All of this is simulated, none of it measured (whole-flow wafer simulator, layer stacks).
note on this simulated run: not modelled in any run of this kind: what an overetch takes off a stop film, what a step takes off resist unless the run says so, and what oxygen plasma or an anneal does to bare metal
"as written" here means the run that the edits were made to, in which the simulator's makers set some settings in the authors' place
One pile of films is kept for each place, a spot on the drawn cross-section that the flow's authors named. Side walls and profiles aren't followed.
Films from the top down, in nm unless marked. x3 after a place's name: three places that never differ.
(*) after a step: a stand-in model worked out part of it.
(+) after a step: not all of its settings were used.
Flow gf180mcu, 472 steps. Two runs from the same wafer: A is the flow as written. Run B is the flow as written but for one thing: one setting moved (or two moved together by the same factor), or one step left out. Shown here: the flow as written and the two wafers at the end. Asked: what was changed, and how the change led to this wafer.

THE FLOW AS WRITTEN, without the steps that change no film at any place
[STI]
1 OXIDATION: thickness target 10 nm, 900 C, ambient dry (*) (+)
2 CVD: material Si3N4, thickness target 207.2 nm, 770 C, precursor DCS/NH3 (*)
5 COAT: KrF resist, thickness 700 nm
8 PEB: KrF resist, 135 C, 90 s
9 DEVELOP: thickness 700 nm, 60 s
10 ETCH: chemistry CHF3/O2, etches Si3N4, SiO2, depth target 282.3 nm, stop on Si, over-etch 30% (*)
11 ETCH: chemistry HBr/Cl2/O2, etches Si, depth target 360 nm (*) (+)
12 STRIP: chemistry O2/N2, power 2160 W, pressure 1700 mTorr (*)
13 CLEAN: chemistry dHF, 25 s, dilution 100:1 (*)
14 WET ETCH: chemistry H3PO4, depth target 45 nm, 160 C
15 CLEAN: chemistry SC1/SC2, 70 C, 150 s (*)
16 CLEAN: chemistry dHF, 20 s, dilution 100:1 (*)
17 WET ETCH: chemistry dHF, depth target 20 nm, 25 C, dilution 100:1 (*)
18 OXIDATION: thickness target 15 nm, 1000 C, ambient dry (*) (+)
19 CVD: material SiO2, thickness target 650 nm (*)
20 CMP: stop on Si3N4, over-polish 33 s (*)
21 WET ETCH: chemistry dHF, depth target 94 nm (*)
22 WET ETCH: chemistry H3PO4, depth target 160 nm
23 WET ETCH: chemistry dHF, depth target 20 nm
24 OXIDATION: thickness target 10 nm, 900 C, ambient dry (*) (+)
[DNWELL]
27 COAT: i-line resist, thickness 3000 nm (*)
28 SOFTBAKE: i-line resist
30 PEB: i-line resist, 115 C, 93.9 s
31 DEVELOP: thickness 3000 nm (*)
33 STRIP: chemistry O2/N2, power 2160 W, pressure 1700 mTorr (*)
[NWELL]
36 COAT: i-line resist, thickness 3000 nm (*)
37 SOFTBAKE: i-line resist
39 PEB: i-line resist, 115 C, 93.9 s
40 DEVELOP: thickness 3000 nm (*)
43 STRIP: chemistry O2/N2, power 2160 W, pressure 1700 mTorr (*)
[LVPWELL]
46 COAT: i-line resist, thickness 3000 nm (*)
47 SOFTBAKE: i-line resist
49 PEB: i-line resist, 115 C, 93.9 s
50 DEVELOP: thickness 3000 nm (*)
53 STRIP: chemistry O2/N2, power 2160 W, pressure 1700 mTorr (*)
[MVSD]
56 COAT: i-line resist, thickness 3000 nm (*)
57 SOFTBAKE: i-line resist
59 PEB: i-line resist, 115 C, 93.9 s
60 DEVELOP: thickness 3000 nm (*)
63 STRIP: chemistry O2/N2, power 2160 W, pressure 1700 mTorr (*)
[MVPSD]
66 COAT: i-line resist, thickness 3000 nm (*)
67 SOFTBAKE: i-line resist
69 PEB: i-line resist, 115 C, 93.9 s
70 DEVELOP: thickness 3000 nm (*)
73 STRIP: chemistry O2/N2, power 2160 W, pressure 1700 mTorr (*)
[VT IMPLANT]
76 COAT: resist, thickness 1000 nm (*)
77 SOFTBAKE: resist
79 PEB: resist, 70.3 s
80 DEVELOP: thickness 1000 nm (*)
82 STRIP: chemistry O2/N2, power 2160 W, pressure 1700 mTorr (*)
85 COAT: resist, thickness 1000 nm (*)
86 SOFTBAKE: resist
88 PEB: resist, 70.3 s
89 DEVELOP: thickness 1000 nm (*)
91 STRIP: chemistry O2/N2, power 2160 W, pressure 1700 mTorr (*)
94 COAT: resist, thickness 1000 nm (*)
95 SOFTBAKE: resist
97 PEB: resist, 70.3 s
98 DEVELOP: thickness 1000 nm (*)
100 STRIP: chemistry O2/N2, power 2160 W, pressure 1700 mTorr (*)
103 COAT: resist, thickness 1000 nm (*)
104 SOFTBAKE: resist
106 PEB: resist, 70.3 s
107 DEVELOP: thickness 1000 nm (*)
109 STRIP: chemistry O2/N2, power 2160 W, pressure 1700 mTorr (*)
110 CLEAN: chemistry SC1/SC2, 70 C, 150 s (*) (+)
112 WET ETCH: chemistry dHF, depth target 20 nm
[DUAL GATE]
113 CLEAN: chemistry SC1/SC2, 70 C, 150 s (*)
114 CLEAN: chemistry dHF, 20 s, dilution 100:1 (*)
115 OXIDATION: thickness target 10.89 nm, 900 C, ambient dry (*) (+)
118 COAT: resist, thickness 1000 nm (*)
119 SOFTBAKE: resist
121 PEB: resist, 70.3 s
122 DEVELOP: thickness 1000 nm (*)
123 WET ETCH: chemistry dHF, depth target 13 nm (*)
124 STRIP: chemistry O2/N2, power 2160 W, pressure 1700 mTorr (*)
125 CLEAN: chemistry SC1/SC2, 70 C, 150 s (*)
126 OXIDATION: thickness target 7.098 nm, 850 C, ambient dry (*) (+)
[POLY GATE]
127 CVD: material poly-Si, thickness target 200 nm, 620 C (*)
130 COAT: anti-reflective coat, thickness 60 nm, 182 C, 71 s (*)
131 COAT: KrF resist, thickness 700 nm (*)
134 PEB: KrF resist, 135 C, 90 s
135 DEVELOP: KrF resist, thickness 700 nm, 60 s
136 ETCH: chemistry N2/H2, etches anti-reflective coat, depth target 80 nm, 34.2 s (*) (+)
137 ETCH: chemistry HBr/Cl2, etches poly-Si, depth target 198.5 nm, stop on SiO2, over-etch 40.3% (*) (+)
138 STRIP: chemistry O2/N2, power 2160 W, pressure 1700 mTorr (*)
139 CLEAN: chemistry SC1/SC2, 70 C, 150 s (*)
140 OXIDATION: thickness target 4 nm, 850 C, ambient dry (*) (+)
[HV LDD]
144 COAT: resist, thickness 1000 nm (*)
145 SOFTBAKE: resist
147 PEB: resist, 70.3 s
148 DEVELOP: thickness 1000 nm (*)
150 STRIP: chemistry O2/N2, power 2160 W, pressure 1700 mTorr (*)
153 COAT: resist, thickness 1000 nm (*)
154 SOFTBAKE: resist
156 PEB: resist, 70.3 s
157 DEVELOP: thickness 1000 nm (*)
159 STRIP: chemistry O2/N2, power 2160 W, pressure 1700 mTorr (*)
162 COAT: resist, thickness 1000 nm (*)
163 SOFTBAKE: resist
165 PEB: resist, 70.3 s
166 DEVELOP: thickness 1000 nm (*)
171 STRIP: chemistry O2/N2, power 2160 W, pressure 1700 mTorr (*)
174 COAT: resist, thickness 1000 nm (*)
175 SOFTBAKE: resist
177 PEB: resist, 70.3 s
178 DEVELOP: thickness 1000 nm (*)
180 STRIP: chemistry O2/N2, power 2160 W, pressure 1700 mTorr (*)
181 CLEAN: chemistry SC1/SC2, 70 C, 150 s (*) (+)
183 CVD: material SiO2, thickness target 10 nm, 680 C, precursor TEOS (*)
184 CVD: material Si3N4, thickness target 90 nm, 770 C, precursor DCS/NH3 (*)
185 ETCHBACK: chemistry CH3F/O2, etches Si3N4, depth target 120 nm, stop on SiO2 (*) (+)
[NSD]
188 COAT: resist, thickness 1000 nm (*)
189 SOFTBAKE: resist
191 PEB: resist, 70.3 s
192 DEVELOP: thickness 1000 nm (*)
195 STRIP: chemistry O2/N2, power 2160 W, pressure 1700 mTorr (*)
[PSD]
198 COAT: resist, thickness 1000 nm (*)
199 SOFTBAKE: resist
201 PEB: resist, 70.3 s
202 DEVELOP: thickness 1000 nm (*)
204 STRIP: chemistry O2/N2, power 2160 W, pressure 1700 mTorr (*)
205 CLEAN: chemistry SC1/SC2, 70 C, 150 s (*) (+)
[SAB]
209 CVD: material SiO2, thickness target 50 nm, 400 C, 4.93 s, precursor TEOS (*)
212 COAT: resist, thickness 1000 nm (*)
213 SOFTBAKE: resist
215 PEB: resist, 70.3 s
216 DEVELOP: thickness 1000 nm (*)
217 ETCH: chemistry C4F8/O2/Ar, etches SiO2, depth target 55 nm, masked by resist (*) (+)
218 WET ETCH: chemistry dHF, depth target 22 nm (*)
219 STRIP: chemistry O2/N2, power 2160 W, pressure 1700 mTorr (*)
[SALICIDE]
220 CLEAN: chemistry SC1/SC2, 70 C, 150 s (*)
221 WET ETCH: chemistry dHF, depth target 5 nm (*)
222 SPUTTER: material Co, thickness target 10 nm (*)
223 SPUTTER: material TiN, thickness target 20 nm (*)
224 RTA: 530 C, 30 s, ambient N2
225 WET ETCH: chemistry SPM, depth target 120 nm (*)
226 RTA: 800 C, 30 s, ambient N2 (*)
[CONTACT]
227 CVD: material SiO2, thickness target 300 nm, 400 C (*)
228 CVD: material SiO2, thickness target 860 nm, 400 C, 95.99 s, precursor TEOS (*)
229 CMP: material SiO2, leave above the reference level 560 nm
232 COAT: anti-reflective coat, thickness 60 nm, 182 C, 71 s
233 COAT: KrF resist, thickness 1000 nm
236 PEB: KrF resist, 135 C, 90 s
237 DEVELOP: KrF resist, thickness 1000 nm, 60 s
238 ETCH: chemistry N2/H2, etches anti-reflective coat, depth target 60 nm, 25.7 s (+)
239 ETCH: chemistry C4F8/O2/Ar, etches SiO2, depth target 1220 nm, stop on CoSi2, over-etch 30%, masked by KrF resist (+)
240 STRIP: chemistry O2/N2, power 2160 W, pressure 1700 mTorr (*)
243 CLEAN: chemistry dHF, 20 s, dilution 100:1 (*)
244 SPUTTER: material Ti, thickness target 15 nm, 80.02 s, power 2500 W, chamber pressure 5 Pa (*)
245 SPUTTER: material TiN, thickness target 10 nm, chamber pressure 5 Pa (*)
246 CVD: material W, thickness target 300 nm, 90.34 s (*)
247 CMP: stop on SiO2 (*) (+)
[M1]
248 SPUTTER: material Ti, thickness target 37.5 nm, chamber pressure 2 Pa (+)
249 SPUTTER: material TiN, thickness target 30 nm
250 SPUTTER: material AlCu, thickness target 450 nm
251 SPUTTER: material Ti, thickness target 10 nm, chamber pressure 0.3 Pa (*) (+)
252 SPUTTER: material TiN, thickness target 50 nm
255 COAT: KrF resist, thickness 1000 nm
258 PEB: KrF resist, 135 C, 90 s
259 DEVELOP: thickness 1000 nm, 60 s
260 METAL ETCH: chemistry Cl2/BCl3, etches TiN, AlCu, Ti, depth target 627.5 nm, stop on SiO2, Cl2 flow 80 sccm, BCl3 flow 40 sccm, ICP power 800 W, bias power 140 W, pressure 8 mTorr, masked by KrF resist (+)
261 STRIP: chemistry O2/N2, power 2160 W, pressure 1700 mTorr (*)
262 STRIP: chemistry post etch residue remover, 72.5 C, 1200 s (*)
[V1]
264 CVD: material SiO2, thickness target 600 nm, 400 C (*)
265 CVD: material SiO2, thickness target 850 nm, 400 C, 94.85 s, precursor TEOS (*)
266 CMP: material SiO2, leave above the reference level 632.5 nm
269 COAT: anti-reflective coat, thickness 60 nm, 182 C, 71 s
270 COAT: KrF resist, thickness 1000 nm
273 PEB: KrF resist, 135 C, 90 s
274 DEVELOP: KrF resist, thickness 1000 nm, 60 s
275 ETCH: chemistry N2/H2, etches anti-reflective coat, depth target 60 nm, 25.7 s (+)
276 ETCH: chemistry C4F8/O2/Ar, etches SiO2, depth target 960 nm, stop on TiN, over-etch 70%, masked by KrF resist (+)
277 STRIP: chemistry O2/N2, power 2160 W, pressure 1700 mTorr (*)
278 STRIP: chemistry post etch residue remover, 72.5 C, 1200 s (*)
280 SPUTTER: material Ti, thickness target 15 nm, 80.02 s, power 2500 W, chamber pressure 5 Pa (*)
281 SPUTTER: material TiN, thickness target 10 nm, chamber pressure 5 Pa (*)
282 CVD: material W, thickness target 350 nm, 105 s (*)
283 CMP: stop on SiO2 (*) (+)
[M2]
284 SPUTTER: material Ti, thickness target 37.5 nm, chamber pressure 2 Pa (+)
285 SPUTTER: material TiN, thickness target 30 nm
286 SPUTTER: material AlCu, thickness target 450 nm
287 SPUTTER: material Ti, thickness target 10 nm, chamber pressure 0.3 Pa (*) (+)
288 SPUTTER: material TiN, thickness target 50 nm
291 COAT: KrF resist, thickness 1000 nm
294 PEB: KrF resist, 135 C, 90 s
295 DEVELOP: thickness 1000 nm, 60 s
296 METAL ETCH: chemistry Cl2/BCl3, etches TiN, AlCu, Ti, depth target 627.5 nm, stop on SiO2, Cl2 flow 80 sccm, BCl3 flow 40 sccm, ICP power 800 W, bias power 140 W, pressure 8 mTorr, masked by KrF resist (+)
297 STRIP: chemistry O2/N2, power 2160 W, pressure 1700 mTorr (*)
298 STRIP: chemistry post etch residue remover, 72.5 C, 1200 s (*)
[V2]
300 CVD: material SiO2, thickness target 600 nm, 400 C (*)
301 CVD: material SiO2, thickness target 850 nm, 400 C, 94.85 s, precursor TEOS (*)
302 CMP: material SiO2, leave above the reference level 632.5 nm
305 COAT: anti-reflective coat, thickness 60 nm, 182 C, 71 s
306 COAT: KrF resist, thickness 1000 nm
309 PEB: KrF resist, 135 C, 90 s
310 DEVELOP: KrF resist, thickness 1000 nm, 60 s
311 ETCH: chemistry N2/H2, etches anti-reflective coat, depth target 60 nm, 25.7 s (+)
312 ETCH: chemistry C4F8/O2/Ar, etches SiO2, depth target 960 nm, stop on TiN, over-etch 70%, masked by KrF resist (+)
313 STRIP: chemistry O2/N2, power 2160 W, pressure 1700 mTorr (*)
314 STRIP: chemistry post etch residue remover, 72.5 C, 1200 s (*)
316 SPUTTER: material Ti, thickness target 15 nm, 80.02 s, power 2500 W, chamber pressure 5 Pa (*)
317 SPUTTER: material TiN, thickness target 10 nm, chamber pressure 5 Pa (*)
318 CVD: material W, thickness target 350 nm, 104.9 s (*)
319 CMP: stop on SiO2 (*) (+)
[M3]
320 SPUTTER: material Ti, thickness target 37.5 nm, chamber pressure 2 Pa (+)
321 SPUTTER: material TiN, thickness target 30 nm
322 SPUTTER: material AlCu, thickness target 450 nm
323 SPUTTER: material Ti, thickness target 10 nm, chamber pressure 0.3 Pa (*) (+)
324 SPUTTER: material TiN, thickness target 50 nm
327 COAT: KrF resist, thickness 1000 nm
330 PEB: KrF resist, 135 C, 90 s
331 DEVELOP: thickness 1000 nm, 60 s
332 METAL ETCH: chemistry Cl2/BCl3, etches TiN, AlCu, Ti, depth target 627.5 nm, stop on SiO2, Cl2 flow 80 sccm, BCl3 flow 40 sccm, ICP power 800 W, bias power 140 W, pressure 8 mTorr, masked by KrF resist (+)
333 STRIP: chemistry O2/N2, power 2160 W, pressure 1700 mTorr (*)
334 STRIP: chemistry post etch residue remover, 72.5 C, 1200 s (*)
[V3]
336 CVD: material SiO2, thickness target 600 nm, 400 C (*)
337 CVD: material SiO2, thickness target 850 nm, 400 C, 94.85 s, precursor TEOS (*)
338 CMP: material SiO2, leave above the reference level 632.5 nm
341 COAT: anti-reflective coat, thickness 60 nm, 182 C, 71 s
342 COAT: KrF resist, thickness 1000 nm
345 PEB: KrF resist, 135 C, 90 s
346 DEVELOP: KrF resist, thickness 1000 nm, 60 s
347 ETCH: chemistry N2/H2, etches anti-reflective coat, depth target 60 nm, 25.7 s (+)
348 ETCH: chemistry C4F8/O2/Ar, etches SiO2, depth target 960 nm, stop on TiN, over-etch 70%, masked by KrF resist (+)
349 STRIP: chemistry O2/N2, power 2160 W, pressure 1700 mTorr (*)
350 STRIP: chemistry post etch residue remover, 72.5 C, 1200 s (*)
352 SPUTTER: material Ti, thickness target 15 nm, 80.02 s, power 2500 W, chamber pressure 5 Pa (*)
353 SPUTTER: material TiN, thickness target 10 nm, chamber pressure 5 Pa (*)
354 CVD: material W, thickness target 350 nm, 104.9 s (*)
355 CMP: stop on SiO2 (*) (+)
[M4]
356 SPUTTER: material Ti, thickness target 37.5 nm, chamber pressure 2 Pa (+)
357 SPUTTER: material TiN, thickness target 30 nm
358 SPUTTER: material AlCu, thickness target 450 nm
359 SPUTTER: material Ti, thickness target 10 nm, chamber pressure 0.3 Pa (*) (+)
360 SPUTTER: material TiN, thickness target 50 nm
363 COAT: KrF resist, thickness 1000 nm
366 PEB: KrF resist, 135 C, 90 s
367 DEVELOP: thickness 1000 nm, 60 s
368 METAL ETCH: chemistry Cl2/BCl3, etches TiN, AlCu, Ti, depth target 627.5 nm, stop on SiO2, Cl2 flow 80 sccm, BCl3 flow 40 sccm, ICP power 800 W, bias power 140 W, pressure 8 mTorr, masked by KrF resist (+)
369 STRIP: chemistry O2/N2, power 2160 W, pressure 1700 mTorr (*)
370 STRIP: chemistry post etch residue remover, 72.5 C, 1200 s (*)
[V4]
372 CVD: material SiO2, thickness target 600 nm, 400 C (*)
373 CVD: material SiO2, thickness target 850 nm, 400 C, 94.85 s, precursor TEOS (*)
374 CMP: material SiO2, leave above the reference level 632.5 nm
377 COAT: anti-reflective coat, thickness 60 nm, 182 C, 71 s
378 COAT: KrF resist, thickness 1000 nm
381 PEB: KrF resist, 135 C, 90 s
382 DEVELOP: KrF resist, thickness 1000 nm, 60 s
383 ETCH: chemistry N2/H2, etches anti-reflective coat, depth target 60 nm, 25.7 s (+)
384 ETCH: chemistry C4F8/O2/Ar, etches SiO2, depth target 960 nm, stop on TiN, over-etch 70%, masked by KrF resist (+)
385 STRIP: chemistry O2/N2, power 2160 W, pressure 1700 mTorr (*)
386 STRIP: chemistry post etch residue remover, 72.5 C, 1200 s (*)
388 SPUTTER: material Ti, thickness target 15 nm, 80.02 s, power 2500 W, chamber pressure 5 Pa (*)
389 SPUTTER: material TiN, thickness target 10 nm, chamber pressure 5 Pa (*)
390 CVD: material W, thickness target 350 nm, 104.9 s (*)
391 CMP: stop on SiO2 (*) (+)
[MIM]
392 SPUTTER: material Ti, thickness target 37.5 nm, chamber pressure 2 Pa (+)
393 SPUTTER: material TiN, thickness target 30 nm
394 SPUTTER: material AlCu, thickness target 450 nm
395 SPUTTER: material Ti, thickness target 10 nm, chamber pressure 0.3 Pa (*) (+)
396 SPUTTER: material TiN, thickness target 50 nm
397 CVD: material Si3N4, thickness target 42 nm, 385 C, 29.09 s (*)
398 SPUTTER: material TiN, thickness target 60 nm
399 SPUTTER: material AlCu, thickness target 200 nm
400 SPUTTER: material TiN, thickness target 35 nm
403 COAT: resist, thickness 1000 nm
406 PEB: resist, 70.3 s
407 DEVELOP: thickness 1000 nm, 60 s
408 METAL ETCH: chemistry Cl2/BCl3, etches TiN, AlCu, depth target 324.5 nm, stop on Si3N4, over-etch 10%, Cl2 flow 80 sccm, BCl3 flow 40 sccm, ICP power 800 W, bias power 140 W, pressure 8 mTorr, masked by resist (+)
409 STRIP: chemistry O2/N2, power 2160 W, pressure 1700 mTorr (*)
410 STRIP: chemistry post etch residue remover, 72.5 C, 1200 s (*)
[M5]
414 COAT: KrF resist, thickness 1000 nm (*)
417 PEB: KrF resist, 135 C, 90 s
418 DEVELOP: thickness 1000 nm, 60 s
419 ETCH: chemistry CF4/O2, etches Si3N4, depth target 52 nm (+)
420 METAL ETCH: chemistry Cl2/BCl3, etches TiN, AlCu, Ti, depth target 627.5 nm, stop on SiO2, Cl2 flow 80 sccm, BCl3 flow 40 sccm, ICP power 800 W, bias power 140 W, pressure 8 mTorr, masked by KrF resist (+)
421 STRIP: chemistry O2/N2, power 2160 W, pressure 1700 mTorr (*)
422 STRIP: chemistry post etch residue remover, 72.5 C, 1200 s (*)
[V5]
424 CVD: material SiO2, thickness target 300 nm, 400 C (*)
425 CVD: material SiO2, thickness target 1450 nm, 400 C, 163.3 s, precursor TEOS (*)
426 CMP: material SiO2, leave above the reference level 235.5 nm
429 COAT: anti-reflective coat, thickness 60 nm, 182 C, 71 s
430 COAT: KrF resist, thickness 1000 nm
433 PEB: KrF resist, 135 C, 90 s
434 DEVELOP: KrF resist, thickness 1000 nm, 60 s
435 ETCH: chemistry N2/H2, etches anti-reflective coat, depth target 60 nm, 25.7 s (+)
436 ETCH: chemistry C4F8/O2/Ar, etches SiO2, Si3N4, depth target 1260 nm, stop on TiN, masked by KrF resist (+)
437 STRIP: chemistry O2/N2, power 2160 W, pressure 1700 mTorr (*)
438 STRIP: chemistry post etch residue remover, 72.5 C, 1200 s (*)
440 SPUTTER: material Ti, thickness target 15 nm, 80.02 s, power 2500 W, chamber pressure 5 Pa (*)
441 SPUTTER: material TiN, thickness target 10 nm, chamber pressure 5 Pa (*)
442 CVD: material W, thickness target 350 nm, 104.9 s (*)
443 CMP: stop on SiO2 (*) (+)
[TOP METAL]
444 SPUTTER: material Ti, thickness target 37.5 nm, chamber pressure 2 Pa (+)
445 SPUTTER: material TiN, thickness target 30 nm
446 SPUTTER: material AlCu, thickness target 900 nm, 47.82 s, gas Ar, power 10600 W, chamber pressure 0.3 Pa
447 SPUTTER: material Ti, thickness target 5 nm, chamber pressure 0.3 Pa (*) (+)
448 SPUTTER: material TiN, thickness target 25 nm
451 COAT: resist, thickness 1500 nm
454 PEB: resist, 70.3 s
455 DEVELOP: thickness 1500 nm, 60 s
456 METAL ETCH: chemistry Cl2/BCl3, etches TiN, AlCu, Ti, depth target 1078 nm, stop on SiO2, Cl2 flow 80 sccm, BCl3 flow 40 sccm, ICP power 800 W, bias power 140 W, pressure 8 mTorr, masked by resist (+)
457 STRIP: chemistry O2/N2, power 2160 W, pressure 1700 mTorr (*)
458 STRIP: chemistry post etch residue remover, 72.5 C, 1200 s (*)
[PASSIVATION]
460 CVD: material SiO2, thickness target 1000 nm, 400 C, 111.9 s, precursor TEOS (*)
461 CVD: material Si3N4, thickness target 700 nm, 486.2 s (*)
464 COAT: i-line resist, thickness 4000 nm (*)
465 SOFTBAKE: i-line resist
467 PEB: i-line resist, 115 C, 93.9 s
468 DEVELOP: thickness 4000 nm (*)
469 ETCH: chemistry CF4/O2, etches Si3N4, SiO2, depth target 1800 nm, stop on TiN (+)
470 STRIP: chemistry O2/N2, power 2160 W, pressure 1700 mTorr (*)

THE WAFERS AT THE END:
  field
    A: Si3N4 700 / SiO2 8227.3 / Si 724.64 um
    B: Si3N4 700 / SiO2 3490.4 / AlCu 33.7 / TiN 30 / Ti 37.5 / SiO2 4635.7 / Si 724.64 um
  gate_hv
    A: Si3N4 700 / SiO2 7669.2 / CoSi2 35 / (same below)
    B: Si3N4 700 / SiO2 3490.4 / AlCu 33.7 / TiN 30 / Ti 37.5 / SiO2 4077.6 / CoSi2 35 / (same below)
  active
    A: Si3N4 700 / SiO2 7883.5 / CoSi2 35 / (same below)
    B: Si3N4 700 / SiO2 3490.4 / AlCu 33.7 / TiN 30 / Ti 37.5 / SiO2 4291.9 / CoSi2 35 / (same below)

The cause: step 368, METAL ETCH: depth target 470.6 nm was run, where the flow has depth target 627.5 nm.

How the change led to this, step by step:
  368 METAL ETCH: chemistry Cl2/BCl3, etches TiN, AlCu, Ti, depth target 627.5 nm, stop on SiO2, Cl2 flow 80 sccm, BCl3 flow 40 sccm, ICP power 800 W, bias power 140 W, pressure 8 mTorr, masked by KrF resist (+)
      field, field__w1, field__w2 and 103 more: A TiN -50 (all of it), Ti -10 (all of it), AlCu -450 (all of it), TiN -30 (all of it), Ti -37.5 (all of it) | B TiN -50 (all of it), Ti -10 (all of it), AlCu -410.6
      field__w8, contact, m1, m1__w1, m1_nw: A KrF resist -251 | B KrF resist -188.2
  369 STRIP: chemistry O2/N2, power 2160 W, pressure 1700 mTorr (*)
      field__w8, contact, m1, m1__w1, m1_nw: A KrF resist -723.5 (all of it) | B KrF resist -786.3 (all of it)
  370 STRIP: chemistry post etch residue remover, 72.5 C, 1200 s (*)
      field, field__w1, field__w2 and 103 more: A nothing | B AlCu -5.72
  372 CVD: material SiO2, thickness target 600 nm, 400 C (*)
      field, field__w1, field__w2 and 103 more: A SiO2 +600 | B SiO2 +600 (new film)
  374 CMP: material SiO2, leave above the reference level 632.5 nm
      field, field__w1, field__w2 and 103 more: A SiO2 -300 | B SiO2 -401.2
Counting metal films that touch as one body, field has 1 body; the flow as written gives 0 bodies.
Counting metal films that touch as one body, gate_hv has 2 bodies (between them, from the top down: SiO2 4077.6); the flow as written gives 1 body.
Counting metal films that touch as one body, active has 2 bodies (between them, from the top down: SiO2 4291.9); the flow as written gives 1 body.
